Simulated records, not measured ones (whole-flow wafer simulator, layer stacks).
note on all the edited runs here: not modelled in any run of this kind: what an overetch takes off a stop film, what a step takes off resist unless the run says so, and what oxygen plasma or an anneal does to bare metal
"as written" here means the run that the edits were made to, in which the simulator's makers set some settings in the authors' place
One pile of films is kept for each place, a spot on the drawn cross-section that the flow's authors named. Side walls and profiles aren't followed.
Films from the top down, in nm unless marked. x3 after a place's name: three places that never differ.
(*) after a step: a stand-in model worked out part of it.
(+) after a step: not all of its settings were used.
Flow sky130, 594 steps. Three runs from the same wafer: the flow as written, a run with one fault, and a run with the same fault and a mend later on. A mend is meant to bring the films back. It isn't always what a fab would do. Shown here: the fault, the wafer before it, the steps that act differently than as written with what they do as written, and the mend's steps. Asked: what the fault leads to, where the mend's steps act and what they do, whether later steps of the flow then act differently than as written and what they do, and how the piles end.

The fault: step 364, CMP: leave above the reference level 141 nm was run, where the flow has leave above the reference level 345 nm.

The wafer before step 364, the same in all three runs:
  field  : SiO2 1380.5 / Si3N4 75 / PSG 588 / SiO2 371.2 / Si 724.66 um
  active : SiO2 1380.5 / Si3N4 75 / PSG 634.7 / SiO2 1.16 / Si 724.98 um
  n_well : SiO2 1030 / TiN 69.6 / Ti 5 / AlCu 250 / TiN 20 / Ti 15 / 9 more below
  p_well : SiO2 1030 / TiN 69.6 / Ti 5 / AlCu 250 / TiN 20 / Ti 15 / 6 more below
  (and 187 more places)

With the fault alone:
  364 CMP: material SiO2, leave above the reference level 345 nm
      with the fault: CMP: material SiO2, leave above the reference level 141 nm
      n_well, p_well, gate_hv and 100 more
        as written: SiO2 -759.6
        with the fault: SiO2 -963.6
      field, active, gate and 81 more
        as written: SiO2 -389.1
        with the fault: SiO2 -593.1
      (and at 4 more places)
  Later steps of the flow that act differently than as written (10 more steps differ only slightly, by at most 2% or 0.5 nm, whichever is larger, and aren't shown):
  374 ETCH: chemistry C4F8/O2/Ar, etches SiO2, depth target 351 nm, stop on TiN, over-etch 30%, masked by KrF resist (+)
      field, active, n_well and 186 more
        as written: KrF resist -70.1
        with the fault: KrF resist -17.1
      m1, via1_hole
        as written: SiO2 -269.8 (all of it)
        with the fault: SiO2 -65.8 (all of it)
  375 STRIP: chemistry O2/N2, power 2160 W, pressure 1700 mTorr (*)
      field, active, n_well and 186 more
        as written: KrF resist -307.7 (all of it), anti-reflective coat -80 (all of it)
        with the fault: KrF resist -360.7 (all of it), anti-reflective coat -80 (all of it)
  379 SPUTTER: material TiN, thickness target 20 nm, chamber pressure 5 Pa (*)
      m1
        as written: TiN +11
        with the fault: TiN +16.3
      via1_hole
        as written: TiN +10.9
        with the fault: TiN +16.3
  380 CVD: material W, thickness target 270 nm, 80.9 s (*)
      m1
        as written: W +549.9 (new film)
        with the fault: W +329.9 (new film)
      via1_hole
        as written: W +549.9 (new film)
        with the fault: W +330.1 (new film)
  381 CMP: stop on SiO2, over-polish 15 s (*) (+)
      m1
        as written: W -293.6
        with the fault: W -283
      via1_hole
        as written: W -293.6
        with the fault: W -283.1
  At the end the piles differ from the flow's by more than 2% or 0.5 nm, whichever is larger, at field, active, n_well and 190 more.
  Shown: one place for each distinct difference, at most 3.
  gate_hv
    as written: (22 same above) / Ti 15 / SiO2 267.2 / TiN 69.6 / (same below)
    with the fault: (22 same above) / Ti 15 / SiO2 63.2 / TiN 69.6 / (same below)
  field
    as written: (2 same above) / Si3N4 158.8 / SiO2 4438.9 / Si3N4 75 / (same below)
    with the fault: (2 same above) / Si3N4 158.8 / SiO2 4234.9 / Si3N4 75 / (same below)
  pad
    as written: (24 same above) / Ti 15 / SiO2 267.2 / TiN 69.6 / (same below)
    with the fault: (24 same above) / Ti 15 / SiO2 63.2 / TiN 69.6 / (same below)

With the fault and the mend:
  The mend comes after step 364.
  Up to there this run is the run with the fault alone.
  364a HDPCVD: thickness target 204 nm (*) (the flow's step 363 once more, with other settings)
      field, active, n_well and 188 more
        SiO2 +204
  No later step of the flow acts differently than as written, at any place that is followed, by more than 2% or 0.5 nm, whichever is larger.
  At the end the piles are the same as the flow's at every place that both follow.
